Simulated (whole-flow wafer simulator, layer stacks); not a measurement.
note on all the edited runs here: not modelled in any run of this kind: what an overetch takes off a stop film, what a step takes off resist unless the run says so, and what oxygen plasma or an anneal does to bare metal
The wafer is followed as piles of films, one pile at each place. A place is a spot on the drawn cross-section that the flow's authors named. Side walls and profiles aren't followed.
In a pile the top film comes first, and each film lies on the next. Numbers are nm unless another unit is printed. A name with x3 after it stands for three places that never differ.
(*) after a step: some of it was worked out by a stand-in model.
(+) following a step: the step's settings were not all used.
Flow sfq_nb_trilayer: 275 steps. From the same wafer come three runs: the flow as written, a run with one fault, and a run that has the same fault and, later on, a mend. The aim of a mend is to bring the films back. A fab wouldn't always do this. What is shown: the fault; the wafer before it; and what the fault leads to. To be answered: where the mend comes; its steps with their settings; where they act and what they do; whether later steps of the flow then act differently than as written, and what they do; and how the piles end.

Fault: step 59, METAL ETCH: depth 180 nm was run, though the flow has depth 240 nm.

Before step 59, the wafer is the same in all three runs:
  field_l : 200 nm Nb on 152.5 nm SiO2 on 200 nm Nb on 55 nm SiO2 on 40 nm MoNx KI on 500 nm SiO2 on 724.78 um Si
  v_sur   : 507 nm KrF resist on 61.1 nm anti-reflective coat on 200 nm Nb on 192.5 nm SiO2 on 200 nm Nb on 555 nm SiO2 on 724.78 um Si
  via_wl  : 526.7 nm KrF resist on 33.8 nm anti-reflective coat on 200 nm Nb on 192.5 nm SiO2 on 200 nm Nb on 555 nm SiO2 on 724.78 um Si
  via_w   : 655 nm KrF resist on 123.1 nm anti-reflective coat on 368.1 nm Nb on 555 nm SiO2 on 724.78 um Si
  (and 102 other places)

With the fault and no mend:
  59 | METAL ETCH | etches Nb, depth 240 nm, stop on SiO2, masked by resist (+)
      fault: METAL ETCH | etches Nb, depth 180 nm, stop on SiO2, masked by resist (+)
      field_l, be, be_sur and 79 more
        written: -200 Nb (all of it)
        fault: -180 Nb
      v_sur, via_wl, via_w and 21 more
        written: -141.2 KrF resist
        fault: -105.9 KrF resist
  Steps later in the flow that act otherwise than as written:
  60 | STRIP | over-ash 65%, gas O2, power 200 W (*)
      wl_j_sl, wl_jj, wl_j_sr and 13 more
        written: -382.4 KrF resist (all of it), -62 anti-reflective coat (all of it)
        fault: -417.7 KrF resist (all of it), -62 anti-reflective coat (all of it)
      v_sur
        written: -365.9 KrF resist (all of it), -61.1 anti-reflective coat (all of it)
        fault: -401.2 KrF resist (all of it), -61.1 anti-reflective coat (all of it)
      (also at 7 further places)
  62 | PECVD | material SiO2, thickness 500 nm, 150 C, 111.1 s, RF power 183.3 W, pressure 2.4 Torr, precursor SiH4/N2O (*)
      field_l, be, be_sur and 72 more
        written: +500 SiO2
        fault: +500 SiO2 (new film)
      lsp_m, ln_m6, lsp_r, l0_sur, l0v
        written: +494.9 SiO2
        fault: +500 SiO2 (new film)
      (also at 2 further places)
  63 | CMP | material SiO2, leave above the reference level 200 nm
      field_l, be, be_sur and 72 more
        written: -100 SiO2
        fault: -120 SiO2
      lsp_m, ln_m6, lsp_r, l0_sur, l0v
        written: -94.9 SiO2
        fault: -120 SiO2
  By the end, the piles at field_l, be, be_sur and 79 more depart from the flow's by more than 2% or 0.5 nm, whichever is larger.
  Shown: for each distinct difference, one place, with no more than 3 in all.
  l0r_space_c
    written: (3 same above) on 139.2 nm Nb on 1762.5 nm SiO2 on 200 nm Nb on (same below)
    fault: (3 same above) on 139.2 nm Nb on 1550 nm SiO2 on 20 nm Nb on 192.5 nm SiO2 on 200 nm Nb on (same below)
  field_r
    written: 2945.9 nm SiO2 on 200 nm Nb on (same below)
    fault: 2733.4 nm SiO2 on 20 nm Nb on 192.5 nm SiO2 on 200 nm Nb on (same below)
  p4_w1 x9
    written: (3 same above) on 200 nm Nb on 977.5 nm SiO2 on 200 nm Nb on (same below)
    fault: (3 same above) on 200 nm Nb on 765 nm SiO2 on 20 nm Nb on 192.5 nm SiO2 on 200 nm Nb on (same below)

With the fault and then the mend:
  The mend follows step 59.
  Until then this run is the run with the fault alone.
  59a | METAL ETCH | etches Nb, depth 60 nm, stop on SiO2, masked by resist (+) (a further turn of the flow's step 59, with different settings)
      field_l, be, be_sur and 79 more
        -20 Nb (all of it)
      v_sur, via_wl, via_w and 21 more
        -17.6 KrF resist
  Steps later in the flow that act otherwise than as written:
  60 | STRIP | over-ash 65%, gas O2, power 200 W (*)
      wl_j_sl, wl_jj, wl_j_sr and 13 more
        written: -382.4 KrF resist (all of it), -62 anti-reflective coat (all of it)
        mend: -400 KrF resist (all of it), -62 anti-reflective coat (all of it)
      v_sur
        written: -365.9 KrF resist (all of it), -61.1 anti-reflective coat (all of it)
        mend: -383.5 KrF resist (all of it), -61.1 anti-reflective coat (all of it)
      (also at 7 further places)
  At every place that both follow, the piles at the end match the flow's.
